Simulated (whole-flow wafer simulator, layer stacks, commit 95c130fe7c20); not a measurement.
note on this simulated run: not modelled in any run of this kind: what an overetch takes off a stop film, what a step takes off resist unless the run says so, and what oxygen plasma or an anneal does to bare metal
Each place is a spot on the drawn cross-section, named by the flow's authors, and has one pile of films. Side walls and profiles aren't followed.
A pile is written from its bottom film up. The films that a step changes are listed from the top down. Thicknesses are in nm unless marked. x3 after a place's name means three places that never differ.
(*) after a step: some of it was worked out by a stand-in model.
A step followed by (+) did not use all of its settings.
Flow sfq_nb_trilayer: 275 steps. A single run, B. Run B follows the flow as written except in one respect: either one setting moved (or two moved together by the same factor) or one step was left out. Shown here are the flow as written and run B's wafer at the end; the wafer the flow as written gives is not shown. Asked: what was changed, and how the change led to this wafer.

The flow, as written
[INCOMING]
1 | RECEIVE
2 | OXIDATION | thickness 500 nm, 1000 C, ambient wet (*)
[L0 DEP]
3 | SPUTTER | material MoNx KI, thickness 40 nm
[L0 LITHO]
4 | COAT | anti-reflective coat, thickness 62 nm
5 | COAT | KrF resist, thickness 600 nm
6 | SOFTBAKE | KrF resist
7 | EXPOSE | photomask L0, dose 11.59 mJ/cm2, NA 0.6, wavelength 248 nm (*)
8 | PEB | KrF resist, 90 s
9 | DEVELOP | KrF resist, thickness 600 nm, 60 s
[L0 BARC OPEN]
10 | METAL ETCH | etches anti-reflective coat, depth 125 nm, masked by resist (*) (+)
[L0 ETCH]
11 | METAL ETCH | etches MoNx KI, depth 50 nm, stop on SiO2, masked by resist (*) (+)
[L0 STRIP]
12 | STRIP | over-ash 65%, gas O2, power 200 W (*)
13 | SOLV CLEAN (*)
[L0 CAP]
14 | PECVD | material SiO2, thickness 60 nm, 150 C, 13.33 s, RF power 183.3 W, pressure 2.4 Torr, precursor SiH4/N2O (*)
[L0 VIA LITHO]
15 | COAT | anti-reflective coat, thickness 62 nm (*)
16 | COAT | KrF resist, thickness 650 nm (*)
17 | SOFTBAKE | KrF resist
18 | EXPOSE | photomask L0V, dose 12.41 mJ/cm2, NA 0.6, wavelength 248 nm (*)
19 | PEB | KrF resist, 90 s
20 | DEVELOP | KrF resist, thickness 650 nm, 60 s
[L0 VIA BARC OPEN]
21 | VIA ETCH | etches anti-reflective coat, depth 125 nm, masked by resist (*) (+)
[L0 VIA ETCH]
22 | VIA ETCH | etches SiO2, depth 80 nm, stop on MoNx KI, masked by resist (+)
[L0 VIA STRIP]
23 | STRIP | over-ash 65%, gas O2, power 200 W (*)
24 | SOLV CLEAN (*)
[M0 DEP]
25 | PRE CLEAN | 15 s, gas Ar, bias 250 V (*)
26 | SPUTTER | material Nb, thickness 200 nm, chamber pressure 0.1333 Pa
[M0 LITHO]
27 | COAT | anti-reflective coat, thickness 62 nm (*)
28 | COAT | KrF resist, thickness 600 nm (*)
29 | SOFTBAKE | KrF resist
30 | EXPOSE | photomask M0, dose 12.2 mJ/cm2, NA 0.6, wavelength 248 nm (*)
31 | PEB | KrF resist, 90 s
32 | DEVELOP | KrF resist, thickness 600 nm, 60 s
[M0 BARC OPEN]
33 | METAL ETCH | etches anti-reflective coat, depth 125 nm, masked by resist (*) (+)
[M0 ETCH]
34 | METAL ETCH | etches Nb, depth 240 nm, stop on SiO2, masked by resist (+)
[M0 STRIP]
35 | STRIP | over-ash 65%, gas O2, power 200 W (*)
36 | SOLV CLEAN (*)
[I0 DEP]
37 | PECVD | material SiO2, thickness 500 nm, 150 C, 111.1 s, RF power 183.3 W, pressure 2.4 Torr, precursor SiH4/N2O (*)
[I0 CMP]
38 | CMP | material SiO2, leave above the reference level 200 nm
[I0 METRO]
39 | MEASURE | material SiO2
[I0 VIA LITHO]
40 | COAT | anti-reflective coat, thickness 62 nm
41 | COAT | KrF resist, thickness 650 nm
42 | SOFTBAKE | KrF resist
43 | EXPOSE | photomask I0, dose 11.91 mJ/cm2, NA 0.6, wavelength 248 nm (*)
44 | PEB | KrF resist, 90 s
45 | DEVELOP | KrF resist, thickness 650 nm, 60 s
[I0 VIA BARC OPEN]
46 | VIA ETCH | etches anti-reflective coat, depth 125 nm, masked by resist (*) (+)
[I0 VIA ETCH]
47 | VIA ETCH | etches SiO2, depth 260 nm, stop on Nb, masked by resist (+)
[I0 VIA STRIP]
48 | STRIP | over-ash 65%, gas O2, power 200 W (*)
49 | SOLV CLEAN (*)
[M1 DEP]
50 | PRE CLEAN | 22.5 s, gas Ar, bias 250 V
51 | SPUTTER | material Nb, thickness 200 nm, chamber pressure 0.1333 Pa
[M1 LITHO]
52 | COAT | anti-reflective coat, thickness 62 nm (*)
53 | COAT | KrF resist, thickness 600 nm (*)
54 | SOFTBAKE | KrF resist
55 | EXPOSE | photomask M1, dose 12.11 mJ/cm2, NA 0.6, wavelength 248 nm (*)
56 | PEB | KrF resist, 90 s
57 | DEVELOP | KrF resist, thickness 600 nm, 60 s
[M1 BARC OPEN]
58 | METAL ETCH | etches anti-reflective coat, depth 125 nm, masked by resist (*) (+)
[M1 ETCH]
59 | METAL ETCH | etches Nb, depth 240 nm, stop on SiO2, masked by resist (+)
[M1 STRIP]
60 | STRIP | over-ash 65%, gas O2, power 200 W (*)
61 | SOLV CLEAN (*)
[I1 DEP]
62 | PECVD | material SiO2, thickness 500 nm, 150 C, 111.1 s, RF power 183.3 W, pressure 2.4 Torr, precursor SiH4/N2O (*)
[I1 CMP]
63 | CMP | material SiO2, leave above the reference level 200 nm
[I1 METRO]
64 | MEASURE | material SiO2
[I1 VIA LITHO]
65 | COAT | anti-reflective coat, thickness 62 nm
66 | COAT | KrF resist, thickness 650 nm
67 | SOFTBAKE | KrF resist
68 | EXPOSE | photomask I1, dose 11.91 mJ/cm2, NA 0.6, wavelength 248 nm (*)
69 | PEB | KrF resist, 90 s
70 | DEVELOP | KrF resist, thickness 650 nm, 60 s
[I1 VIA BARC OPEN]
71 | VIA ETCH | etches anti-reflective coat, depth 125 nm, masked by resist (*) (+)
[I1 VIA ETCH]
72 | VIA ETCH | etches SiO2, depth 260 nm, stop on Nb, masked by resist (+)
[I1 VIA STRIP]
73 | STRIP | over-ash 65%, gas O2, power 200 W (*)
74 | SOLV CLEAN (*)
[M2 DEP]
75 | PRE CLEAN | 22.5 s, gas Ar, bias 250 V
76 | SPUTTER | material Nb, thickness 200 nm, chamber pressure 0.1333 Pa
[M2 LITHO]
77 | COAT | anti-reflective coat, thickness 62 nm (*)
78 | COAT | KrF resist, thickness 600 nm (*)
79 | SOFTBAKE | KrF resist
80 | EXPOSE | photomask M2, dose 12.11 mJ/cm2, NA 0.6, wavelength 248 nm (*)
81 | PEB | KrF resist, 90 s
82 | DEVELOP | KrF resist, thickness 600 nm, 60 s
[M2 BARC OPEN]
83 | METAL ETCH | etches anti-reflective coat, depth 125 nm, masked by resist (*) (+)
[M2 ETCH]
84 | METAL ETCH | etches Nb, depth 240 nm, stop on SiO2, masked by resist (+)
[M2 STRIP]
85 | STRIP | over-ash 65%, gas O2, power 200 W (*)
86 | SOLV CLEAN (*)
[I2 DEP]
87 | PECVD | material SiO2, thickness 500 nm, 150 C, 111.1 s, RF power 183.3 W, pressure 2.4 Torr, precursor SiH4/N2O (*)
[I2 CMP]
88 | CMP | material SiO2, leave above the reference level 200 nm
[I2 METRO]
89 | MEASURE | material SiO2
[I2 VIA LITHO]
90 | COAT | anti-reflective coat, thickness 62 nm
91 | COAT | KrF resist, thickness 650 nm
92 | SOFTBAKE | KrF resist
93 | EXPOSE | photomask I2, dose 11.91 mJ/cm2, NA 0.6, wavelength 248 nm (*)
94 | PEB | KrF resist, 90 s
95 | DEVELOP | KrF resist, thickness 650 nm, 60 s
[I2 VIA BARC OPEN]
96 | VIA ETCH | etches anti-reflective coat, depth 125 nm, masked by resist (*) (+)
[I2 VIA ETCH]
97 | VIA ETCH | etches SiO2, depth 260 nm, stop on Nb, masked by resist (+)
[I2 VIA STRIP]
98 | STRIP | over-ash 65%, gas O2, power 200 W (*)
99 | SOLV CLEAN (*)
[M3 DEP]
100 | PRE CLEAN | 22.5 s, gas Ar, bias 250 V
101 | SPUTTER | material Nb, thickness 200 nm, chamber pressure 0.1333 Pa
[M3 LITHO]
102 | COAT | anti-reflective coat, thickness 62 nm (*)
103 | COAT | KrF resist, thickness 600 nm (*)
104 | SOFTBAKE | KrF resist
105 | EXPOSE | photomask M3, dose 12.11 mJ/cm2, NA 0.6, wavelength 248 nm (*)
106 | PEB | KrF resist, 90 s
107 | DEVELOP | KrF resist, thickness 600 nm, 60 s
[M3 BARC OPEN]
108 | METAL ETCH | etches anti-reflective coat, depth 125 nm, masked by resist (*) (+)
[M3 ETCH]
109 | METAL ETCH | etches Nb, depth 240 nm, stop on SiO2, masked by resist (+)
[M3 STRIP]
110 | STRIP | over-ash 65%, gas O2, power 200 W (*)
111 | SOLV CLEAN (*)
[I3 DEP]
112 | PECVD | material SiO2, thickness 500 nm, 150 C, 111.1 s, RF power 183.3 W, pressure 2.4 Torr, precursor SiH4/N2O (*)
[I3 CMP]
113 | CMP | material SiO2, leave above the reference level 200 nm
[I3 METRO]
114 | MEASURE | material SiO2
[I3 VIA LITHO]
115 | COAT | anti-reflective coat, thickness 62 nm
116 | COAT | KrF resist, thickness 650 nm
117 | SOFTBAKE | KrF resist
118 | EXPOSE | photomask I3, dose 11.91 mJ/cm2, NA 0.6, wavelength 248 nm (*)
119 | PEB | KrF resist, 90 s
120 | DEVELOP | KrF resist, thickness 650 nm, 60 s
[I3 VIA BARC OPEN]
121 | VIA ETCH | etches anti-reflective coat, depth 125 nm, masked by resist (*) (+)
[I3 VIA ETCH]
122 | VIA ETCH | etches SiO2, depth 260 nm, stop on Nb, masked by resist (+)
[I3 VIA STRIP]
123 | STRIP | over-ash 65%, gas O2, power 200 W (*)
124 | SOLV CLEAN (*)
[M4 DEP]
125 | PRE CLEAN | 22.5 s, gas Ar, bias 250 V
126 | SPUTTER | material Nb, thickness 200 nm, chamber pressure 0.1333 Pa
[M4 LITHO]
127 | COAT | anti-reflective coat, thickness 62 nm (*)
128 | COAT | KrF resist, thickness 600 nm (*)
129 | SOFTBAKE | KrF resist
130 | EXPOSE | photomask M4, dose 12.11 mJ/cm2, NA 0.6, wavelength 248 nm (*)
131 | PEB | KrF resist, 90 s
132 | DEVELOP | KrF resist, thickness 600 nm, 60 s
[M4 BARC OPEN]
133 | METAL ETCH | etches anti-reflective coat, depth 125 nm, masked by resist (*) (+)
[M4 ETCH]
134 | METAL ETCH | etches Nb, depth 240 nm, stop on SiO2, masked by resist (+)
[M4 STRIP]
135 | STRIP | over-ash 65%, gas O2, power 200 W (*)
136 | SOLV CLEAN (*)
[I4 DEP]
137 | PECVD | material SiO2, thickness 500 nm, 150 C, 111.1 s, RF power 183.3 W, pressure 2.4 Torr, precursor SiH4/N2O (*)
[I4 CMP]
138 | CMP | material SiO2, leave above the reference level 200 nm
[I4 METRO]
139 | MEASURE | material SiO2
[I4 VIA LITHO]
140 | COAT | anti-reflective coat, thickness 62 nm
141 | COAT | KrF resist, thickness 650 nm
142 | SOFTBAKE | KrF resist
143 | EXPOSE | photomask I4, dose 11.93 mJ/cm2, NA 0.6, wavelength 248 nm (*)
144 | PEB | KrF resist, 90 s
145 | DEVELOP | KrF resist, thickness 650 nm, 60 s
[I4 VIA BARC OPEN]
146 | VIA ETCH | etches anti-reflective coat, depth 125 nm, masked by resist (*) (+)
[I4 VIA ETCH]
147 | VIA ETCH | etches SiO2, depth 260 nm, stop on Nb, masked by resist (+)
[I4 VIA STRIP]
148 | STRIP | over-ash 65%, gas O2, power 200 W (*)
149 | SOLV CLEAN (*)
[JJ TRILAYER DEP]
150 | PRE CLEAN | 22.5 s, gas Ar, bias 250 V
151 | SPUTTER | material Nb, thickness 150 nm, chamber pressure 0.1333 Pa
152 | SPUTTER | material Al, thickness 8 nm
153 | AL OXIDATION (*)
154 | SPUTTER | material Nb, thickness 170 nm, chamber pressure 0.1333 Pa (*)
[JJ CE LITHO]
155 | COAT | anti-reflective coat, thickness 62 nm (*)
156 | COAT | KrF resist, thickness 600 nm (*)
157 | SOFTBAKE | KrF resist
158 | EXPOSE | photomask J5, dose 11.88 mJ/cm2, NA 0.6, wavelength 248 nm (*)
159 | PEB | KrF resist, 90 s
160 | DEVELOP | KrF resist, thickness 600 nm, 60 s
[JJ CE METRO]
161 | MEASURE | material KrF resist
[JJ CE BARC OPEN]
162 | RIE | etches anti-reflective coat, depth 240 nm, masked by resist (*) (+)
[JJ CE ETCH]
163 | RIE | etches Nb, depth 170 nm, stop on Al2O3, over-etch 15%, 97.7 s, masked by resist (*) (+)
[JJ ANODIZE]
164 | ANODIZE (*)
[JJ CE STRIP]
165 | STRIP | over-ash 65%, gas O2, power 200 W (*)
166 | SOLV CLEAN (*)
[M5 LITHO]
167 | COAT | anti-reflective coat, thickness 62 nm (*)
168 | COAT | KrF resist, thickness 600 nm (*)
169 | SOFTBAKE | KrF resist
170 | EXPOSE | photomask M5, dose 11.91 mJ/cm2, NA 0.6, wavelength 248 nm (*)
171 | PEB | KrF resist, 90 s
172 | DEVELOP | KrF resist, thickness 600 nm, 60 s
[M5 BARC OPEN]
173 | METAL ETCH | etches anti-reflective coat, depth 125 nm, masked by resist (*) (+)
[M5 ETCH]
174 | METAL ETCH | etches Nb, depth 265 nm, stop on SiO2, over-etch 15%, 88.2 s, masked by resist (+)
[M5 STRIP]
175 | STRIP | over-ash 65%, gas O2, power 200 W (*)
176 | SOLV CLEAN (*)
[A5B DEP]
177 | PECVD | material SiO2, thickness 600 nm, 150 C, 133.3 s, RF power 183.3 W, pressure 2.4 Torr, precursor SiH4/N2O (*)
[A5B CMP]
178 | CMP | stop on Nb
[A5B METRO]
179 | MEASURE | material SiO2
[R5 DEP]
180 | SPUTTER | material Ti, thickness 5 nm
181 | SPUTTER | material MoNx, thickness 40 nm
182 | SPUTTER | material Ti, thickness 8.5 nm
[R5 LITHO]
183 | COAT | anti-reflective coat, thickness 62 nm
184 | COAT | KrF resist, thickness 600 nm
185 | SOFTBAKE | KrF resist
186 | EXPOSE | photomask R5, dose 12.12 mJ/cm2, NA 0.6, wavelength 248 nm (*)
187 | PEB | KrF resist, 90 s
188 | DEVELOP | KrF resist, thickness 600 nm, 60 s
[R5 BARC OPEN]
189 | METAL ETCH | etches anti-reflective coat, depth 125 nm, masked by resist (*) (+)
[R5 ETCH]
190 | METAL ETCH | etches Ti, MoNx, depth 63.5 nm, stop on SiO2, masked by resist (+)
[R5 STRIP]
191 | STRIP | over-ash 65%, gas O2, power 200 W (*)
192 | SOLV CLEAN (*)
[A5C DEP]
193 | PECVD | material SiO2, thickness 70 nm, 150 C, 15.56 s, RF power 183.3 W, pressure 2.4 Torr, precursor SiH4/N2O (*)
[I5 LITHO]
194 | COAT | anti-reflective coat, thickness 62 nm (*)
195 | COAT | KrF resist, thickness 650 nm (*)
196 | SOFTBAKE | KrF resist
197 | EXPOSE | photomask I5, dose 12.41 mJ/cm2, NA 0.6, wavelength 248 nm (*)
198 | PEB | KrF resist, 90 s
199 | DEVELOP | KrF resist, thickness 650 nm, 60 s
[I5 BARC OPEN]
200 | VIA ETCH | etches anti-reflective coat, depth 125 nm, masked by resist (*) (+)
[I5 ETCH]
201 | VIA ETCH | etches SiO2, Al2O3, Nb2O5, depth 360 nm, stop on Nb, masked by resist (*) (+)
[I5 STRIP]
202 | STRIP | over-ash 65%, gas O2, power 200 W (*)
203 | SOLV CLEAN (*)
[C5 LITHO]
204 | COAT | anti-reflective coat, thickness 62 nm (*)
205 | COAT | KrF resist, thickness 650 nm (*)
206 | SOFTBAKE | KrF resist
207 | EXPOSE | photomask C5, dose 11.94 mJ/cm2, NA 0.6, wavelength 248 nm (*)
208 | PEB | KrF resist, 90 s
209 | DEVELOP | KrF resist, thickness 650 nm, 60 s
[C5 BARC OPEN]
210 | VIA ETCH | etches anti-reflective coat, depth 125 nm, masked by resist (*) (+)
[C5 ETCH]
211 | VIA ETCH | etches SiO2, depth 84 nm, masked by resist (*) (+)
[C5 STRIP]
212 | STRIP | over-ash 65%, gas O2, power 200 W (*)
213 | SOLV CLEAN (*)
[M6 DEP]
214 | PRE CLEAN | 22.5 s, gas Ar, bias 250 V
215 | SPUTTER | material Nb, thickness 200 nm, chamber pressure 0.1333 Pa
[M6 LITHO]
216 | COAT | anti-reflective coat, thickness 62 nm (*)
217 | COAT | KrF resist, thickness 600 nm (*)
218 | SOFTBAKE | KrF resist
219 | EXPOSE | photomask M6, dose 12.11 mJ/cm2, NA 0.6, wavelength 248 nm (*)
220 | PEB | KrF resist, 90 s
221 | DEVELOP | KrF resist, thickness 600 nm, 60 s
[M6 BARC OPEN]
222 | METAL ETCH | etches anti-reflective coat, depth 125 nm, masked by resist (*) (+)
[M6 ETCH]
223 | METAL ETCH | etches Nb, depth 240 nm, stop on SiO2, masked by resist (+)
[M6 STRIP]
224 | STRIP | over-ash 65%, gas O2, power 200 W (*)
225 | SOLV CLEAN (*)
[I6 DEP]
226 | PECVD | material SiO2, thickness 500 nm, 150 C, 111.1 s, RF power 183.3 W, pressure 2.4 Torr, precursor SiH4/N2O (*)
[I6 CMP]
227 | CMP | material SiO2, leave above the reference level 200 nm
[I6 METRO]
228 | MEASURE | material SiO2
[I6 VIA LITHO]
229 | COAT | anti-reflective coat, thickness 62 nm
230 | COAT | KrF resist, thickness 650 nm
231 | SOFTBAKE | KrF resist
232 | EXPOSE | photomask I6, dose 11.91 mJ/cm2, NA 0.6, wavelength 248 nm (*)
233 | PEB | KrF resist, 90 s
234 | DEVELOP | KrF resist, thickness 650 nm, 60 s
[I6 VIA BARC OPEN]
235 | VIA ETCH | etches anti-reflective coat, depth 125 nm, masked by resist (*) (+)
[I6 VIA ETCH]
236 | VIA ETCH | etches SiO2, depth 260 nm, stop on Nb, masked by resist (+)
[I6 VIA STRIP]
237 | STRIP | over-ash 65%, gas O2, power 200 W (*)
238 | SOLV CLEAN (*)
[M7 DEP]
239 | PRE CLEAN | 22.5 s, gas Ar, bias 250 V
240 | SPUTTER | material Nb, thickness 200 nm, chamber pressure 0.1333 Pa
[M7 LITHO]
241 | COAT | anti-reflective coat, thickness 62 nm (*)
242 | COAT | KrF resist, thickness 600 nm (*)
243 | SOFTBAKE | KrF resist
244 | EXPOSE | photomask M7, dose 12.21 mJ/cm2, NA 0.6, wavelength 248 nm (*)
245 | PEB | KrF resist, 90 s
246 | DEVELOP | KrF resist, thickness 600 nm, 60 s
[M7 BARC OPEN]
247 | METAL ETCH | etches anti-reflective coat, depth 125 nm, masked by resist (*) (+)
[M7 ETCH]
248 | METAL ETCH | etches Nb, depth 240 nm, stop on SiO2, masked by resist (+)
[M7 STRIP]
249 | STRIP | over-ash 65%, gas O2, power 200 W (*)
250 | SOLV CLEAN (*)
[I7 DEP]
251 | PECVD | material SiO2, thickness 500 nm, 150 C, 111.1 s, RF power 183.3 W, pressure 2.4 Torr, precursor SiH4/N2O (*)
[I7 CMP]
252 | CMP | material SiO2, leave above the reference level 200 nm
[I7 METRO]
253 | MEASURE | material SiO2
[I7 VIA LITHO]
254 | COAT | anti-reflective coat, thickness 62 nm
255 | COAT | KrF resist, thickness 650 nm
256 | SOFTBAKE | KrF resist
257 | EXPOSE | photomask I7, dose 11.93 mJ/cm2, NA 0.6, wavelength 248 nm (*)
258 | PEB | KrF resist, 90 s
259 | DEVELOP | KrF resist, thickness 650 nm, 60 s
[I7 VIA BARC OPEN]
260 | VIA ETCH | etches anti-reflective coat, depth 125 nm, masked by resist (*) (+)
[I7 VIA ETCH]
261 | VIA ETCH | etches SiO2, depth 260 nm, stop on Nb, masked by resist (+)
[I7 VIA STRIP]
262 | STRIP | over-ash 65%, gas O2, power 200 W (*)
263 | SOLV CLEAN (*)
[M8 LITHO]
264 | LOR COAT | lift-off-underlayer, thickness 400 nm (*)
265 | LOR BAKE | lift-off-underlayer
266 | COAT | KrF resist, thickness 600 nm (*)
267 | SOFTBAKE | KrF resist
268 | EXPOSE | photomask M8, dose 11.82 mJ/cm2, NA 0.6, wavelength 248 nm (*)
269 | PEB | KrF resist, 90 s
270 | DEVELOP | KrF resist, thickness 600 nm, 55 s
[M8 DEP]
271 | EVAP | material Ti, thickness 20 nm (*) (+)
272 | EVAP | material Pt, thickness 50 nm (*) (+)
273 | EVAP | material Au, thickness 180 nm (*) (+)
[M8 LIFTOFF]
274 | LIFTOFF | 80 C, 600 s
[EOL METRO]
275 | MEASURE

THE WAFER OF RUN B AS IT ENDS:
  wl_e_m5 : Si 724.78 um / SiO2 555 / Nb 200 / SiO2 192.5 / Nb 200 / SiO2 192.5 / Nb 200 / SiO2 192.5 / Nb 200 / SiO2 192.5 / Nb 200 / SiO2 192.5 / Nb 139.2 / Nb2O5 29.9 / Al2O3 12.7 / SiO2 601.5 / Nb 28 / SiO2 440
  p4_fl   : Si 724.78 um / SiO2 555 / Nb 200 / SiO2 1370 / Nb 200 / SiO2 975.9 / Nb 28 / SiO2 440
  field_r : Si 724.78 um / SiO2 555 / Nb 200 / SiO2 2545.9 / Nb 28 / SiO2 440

What caused this: step 240, SPUTTER: thickness 268 nm was run, whereas the flow has thickness 200 nm.

How this came from the change, step by step:
  240 | SPUTTER | material Nb, thickness 200 nm, chamber pressure 0.1333 Pa
      field_l, v_sur, via_wl and 102 more: +268 Nb (new film) (in the flow as written it would be: +200 Nb (new film))
      via_v: +216.3 Nb (in the flow as written it would be: +161.1 Nb)
  248 | METAL ETCH | etches Nb, depth 240 nm, stop on SiO2, masked by resist (+)
      field_l, field_r, lsp_l and 62 more: -240 Nb (in the flow as written it would be: -200 Nb (all of it))
  251 | PECVD | material SiO2, thickness 500 nm, 150 C, 111.1 s, RF power 183.3 W, pressure 2.4 Torr, precursor SiH4/N2O (*)
      field_l, p4_fl, p4_fm and 56 more: +500 SiO2 (new film) (in the flow as written it would be: +500 SiO2)
      field_r, lsp_l: +473.2 SiO2 (new film) (in the flow as written it would be: +477.7 SiO2)
      (and at 5 other places as well)
  252 | CMP | material SiO2, leave above the reference level 200 nm
      field_l, p4_fl, p4_fm and 56 more: -60 SiO2 (in the flow as written it would be: -100 SiO2)
      field_r, lsp_l: -33.2 SiO2 (in the flow as written it would be: -77.7 SiO2)
      (and at 3 other places as well)
If metal films that touch count as one body, wl_e_m5 has 7 bodies (between them, from the top down: SiO2 601.5 / Al2O3 12.7 / Nb2O5 29.9; SiO2 192.5; SiO2 192.5; SiO2 192.5; SiO2 192.5; SiO2 192.5); the flow as written gives 6 bodies (between them, from the top down: SiO2 192.5; SiO2 192.5; SiO2 192.5; SiO2 192.5; SiO2 192.5).
If metal films that touch count as one body, p4_fl has 3 bodies (between them, from the top down: SiO2 975.9; SiO2 1370); the flow as written gives 2 bodies (between them, from the top down: SiO2 1370).
If metal films that touch count as one body, field_r has 2 bodies (between them, from the top down: SiO2 2545.9); the flow as written gives 1 body.
